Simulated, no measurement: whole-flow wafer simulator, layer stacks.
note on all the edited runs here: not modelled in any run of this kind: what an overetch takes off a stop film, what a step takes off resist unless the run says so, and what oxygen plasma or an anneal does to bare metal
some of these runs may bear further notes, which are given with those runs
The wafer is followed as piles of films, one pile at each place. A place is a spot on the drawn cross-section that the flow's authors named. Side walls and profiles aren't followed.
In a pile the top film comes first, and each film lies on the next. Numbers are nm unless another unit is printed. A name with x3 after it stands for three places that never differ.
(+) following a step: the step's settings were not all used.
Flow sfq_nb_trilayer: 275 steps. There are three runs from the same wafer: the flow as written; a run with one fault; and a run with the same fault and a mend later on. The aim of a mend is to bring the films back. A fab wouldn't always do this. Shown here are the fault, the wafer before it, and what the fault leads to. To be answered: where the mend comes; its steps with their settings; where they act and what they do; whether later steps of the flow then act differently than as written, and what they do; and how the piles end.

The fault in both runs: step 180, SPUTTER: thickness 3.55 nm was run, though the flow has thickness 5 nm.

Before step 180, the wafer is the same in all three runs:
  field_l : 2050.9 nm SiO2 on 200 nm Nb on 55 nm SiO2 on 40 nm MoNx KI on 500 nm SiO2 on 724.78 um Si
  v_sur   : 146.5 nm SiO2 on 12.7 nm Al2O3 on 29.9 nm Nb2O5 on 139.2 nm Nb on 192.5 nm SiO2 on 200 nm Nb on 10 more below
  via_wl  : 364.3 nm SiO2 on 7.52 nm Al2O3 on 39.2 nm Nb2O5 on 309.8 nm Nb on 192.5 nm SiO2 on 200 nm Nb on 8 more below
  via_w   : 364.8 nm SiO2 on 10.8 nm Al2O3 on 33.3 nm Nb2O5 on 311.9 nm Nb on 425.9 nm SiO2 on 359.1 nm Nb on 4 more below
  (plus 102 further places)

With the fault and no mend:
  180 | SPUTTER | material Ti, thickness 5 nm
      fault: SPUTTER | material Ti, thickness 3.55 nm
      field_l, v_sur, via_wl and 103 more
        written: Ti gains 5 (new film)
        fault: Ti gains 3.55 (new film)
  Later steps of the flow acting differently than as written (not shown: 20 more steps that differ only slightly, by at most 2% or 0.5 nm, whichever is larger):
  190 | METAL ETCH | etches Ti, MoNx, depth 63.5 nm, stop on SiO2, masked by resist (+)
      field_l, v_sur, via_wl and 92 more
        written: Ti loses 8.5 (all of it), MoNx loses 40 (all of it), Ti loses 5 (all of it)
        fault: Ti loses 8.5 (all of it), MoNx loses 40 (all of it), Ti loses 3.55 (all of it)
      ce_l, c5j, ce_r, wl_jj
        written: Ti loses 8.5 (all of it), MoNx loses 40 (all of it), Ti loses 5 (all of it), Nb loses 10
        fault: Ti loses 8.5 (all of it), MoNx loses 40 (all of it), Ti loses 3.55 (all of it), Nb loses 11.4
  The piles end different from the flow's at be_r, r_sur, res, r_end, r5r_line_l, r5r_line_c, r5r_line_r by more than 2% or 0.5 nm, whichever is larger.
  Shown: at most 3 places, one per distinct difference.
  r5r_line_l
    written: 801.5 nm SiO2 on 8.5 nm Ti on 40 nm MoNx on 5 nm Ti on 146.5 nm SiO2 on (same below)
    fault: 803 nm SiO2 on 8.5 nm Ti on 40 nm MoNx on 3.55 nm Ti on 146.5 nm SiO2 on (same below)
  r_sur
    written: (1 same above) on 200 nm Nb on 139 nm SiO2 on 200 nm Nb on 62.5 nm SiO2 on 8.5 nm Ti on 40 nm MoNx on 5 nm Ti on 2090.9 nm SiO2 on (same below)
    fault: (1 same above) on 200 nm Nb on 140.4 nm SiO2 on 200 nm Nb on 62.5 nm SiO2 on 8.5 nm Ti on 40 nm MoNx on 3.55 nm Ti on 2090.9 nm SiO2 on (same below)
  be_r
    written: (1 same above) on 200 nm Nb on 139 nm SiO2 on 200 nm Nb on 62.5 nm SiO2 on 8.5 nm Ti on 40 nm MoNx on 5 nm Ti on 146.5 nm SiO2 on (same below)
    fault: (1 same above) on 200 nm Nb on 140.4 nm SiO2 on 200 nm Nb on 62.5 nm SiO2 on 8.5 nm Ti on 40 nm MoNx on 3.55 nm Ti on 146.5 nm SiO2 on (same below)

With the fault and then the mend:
  After step 180 comes the mend.
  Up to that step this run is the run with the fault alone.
  180a | SPUTTER | material Ti, thickness 1.45 nm (the flow's step 180 again, with other settings)
      field_l, v_sur, via_wl and 103 more
        Ti gains 1.45
  Every later step of the flow that is run acts as written at every place that is followed.
  At every place that both follow, the piles at the end match the flow's.
